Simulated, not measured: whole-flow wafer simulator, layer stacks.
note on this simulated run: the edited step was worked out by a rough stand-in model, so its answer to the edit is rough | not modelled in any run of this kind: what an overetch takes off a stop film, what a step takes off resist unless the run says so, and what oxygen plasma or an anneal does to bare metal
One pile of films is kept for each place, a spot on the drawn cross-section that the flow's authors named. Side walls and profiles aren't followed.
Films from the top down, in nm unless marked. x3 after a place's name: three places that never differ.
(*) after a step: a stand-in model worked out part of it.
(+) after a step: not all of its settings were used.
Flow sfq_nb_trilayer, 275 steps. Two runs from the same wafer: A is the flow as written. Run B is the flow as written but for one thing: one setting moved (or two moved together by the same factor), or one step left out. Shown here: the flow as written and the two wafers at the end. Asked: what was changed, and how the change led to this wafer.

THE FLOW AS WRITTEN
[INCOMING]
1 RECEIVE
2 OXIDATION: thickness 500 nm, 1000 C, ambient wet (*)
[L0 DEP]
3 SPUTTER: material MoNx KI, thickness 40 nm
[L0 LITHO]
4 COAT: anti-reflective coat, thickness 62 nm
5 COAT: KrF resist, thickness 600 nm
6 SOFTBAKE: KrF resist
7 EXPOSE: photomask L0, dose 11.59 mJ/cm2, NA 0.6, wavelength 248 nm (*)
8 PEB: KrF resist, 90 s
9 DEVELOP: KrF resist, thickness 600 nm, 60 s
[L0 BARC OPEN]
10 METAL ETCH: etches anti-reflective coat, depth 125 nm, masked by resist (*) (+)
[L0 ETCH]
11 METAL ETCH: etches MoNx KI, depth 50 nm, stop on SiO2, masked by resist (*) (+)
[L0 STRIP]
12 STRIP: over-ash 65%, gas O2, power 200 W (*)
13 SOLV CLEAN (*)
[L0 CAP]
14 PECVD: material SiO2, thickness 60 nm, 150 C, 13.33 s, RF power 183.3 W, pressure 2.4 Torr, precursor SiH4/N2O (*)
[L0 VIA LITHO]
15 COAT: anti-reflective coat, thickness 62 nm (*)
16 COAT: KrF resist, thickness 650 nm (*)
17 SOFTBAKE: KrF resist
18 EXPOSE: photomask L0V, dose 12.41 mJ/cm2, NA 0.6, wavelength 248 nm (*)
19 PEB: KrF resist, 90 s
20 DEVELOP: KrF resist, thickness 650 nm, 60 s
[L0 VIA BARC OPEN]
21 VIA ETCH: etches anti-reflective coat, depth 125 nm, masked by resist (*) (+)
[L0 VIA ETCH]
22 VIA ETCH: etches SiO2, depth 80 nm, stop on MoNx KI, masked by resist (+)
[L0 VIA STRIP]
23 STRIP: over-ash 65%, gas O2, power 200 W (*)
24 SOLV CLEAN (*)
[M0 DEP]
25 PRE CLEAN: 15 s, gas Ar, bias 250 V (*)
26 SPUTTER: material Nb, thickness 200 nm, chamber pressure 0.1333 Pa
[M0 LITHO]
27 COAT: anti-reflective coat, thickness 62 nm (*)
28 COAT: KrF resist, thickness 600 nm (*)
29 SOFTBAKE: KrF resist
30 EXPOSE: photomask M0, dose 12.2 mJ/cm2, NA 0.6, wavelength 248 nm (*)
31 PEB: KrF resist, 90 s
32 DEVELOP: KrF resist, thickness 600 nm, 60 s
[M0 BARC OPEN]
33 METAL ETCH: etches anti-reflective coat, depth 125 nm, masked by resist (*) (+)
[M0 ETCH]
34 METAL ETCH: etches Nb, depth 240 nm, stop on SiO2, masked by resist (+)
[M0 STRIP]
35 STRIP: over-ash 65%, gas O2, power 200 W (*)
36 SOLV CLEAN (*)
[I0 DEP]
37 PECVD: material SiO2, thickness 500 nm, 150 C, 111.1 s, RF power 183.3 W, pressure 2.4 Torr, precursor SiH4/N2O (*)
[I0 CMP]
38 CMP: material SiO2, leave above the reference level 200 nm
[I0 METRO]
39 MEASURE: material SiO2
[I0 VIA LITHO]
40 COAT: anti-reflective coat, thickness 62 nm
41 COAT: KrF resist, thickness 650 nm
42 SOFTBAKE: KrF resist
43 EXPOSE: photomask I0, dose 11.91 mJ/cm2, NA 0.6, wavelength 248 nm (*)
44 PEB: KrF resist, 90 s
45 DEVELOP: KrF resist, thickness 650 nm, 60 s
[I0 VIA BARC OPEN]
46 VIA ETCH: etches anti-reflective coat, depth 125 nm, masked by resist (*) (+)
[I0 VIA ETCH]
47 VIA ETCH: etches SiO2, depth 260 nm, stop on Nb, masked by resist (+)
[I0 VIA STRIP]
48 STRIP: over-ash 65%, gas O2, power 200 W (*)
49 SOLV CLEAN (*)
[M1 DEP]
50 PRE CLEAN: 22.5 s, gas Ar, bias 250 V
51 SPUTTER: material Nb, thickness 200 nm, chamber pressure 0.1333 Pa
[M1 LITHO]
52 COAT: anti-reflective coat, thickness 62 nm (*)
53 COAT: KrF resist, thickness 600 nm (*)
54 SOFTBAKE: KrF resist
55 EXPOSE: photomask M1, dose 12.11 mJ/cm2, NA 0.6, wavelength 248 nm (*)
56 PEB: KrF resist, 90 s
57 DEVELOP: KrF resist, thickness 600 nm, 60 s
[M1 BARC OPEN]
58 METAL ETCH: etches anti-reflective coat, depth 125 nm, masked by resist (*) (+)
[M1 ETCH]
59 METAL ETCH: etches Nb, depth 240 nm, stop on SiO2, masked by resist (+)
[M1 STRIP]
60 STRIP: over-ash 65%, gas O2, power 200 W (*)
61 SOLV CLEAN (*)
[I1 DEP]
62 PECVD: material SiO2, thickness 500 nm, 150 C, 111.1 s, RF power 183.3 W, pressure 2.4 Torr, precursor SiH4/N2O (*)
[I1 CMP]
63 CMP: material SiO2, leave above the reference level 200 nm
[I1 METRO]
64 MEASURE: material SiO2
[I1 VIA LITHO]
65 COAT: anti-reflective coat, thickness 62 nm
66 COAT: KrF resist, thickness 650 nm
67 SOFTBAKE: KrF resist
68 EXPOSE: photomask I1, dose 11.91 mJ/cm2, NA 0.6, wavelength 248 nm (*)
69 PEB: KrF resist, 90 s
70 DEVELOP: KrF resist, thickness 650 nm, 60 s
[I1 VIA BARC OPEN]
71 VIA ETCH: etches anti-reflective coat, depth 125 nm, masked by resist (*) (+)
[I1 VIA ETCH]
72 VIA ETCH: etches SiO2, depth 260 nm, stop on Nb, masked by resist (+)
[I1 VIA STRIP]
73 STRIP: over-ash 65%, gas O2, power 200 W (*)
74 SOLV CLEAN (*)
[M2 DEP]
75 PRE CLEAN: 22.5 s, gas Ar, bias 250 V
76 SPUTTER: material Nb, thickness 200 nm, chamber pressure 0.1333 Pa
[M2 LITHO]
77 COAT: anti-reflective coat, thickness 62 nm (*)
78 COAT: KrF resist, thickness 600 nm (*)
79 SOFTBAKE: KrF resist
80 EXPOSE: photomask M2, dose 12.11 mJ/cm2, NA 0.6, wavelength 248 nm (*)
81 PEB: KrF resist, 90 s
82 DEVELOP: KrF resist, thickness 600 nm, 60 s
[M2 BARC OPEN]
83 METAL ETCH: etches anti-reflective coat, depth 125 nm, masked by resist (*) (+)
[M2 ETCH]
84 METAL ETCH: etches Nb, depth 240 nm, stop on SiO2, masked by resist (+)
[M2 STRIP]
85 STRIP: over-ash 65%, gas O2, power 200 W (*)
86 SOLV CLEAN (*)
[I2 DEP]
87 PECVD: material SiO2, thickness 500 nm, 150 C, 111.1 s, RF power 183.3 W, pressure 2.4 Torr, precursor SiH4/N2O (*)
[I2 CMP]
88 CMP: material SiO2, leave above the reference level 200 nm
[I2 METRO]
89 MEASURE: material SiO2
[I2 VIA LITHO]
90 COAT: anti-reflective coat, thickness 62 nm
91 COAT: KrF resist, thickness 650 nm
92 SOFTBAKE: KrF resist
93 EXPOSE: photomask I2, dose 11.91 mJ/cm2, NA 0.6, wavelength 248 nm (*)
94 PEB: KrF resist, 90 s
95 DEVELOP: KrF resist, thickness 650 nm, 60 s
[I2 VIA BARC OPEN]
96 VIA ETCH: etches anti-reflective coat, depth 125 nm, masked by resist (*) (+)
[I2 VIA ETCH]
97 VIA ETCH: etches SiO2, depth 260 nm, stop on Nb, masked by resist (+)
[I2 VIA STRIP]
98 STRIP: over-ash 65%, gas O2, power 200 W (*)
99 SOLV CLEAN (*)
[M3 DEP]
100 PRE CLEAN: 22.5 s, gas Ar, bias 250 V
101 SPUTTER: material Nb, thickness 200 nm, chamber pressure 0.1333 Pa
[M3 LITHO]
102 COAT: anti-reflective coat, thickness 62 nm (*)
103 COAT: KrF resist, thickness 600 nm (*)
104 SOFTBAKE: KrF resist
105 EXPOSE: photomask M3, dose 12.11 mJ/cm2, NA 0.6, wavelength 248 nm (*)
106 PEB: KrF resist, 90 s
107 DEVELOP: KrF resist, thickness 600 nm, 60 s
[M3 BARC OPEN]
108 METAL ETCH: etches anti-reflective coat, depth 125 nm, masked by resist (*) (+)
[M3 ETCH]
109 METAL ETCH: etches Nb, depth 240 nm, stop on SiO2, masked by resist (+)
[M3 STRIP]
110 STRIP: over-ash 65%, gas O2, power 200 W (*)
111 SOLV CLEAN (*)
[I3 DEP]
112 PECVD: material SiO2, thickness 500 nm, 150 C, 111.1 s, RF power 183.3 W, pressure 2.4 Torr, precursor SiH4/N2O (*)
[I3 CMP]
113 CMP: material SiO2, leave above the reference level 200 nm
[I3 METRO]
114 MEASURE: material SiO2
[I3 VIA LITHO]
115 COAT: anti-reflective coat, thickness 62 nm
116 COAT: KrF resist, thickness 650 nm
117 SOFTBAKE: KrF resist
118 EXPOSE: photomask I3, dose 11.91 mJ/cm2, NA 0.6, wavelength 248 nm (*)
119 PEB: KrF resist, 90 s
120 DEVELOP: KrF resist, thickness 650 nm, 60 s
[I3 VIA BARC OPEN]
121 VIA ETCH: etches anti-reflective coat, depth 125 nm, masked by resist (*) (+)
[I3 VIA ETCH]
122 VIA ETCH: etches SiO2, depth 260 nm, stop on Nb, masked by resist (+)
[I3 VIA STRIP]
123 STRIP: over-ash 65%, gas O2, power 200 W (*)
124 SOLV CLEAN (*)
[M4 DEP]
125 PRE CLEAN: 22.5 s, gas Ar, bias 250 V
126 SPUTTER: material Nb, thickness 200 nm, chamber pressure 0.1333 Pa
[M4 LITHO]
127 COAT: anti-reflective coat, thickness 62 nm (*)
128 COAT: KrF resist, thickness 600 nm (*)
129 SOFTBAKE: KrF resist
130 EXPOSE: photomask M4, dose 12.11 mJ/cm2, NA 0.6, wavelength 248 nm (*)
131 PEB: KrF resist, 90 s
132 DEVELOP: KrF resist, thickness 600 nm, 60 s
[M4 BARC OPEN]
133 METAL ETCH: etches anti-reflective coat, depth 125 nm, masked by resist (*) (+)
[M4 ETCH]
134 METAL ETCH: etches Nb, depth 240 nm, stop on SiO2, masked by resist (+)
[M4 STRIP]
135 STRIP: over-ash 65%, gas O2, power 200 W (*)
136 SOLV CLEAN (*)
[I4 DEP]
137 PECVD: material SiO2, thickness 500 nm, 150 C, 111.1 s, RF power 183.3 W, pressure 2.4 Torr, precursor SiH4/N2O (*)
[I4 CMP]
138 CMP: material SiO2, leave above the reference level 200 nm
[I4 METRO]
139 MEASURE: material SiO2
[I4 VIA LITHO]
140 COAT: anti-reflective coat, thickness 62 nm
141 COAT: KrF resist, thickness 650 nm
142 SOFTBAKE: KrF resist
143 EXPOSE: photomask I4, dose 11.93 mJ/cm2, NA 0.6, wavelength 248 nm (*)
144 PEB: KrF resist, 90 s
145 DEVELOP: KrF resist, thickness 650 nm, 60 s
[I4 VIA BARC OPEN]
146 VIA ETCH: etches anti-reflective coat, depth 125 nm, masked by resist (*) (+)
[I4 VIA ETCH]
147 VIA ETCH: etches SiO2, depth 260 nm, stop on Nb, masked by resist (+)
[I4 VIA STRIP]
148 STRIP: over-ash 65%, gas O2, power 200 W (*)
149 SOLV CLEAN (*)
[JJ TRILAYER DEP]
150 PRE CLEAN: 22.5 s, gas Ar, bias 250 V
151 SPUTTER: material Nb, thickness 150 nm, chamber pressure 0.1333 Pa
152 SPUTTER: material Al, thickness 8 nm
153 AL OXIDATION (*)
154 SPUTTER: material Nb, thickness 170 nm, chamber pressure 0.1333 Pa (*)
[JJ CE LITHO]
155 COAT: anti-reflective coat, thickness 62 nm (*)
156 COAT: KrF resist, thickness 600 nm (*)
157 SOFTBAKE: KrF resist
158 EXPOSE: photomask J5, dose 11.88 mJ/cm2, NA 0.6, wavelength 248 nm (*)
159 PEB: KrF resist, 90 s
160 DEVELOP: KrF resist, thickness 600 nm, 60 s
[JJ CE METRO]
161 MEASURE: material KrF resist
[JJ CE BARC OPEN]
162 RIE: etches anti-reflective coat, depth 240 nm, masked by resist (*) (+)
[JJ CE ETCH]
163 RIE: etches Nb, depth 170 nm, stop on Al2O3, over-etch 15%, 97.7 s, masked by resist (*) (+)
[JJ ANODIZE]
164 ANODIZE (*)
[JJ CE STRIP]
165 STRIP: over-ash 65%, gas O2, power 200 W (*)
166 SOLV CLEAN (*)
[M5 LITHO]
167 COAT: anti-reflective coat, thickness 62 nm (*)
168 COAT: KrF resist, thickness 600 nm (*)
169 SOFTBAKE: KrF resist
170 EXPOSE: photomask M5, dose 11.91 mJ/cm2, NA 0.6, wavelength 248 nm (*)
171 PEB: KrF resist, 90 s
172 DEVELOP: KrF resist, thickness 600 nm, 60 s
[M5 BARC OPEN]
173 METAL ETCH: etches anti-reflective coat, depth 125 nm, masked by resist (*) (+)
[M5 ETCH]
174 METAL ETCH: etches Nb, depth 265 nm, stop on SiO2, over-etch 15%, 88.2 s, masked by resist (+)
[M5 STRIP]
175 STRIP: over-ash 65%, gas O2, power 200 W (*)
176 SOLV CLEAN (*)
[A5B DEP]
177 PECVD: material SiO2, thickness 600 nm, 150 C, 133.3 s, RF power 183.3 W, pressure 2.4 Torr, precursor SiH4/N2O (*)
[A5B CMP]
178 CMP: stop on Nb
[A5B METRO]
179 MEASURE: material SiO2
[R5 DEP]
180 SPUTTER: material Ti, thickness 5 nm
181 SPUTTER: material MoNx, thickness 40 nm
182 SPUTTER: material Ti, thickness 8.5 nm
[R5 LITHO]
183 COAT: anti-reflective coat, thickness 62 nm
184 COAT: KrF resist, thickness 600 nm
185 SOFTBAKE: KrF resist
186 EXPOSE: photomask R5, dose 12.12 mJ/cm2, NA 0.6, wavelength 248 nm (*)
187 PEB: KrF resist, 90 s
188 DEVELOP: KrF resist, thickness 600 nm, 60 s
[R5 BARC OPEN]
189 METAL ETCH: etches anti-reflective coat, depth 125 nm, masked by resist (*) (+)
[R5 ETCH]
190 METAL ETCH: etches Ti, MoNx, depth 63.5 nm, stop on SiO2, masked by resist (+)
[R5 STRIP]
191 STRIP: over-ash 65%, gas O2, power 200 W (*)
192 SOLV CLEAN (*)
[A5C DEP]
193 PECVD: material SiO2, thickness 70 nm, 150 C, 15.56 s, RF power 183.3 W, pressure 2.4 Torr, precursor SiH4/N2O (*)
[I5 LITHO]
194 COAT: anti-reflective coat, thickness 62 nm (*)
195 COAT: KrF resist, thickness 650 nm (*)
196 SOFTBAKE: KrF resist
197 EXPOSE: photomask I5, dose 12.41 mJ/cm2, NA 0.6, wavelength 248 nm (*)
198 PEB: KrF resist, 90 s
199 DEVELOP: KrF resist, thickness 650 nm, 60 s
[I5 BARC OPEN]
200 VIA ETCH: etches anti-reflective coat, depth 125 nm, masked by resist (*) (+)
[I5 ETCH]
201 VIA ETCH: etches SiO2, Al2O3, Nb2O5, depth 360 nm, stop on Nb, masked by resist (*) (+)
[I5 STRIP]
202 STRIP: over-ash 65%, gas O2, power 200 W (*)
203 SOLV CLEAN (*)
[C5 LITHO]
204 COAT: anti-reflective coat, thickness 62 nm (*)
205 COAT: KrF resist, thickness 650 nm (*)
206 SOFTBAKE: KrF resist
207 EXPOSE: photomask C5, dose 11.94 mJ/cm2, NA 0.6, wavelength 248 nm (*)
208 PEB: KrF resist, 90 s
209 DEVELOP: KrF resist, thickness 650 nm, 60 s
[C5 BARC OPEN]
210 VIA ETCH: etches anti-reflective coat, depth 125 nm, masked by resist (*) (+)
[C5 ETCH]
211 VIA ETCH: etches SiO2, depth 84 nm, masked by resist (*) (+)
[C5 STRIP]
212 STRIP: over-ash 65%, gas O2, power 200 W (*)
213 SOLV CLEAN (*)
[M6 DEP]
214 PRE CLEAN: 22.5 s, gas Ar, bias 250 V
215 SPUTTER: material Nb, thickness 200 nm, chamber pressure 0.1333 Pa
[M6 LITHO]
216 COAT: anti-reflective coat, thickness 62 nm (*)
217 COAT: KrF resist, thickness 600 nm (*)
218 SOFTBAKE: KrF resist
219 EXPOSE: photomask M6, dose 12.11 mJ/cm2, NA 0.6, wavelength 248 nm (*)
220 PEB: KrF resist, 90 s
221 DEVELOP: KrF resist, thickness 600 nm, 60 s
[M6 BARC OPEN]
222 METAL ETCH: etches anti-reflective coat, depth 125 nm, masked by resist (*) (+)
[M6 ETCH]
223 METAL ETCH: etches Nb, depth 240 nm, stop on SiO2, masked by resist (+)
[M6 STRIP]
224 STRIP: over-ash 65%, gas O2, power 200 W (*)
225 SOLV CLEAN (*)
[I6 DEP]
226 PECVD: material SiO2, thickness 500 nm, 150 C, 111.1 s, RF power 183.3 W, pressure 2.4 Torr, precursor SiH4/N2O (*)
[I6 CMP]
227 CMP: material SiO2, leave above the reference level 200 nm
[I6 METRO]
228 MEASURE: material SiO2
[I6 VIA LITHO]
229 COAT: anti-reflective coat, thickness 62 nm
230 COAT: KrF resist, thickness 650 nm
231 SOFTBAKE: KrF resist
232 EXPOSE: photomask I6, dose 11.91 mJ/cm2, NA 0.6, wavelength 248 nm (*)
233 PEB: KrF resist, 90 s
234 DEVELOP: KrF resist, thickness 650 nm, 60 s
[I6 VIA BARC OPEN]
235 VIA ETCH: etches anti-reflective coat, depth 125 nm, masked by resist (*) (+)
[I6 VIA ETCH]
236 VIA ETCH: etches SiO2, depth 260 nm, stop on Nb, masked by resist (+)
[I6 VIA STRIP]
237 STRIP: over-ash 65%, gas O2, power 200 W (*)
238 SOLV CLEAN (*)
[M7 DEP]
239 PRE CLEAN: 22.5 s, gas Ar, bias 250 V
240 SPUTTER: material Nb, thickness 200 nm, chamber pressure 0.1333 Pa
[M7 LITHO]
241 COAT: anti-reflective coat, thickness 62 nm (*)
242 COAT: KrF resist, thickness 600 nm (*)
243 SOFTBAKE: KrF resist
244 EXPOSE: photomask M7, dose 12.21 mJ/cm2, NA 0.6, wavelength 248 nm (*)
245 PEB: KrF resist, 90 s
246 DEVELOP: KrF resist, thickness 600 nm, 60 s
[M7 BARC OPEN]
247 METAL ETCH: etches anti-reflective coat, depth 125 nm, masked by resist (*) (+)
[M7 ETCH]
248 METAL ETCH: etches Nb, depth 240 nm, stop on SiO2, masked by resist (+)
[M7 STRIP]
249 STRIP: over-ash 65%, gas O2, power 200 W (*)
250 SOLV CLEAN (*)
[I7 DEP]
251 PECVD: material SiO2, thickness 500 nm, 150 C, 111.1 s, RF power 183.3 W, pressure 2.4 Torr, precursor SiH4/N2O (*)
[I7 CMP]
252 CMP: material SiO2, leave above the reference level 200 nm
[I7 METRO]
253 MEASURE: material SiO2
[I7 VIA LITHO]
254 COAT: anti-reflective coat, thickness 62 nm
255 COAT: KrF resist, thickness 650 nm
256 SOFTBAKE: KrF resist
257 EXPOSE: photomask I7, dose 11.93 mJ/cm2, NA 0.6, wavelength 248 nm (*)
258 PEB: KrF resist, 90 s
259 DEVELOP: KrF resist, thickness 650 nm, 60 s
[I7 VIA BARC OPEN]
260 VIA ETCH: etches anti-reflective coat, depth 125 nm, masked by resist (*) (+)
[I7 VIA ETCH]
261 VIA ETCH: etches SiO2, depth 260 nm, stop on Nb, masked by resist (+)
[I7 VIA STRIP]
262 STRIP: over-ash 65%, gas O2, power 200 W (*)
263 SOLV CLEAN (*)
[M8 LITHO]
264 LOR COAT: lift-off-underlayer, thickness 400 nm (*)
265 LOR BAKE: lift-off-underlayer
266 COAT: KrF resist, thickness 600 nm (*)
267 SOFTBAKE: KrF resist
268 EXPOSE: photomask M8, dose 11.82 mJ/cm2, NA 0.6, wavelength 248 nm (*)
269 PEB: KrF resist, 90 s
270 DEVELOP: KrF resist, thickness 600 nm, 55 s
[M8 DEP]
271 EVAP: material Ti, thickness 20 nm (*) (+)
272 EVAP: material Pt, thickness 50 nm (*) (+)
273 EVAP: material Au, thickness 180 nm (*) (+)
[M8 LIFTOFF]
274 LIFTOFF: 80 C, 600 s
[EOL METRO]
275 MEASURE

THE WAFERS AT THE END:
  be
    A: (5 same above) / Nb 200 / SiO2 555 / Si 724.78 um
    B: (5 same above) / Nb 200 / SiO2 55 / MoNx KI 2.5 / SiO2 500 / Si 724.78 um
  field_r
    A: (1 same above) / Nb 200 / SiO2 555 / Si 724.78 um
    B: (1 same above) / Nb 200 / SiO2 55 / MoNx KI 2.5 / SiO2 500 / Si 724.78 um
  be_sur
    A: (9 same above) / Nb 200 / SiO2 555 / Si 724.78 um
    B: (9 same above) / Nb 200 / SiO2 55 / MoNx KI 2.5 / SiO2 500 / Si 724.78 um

The cause: step 11, METAL ETCH: depth 37.5 nm was run, where the flow has depth 50 nm.

How the change led to this, step by step:
  11 METAL ETCH: etches MoNx KI, depth 50 nm, stop on SiO2, masked by resist (*) (+)
      v_sur, via_wl, via_w and 97 more: A MoNx KI -40 (all of it) | B MoNx KI -37.5
      field_l, l0_sur, l0v, l0r_line_l, l0r_line_c, l0r_line_r: A KrF resist -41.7 | B KrF resist -31.2
  12 STRIP: over-ash 65%, gas O2, power 200 W (*)
      field_l, l0_sur, l0v, l0r_line_l, l0r_line_c, l0r_line_r: A KrF resist -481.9 (all of it), anti-reflective coat -62 (all of it) | B KrF resist -492.3 (all of it), anti-reflective coat -62 (all of it)
  14 PECVD: material SiO2, thickness 60 nm, 150 C, 13.33 s, RF power 183.3 W, pressure 2.4 Torr, precursor SiH4/N2O (*)
      v_sur, via_wl, via_w and 97 more: A SiO2 +60 | B SiO2 +60 (new film)
Counting metal films that touch as one body, be has 4 bodies (between them, from the top down: SiO2 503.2; SiO2 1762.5; SiO2 55); the flow as written gives 3 bodies (between them, from the top down: SiO2 503.2; SiO2 1762.5).
Counting metal films that touch as one body, field_r has 2 bodies (between them, from the top down: SiO2 55); the flow as written gives 1 body.
Counting metal films that touch as one body, be_sur has 5 bodies (between them, from the top down: SiO2 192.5; SiO2 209 / Al2O3 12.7 / Nb2O5 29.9; SiO2 1762.5; SiO2 55); the flow as written gives 4 bodies (between them, from the top down: SiO2 192.5; SiO2 209 / Al2O3 12.7 / Nb2O5 29.9; SiO2 1762.5).
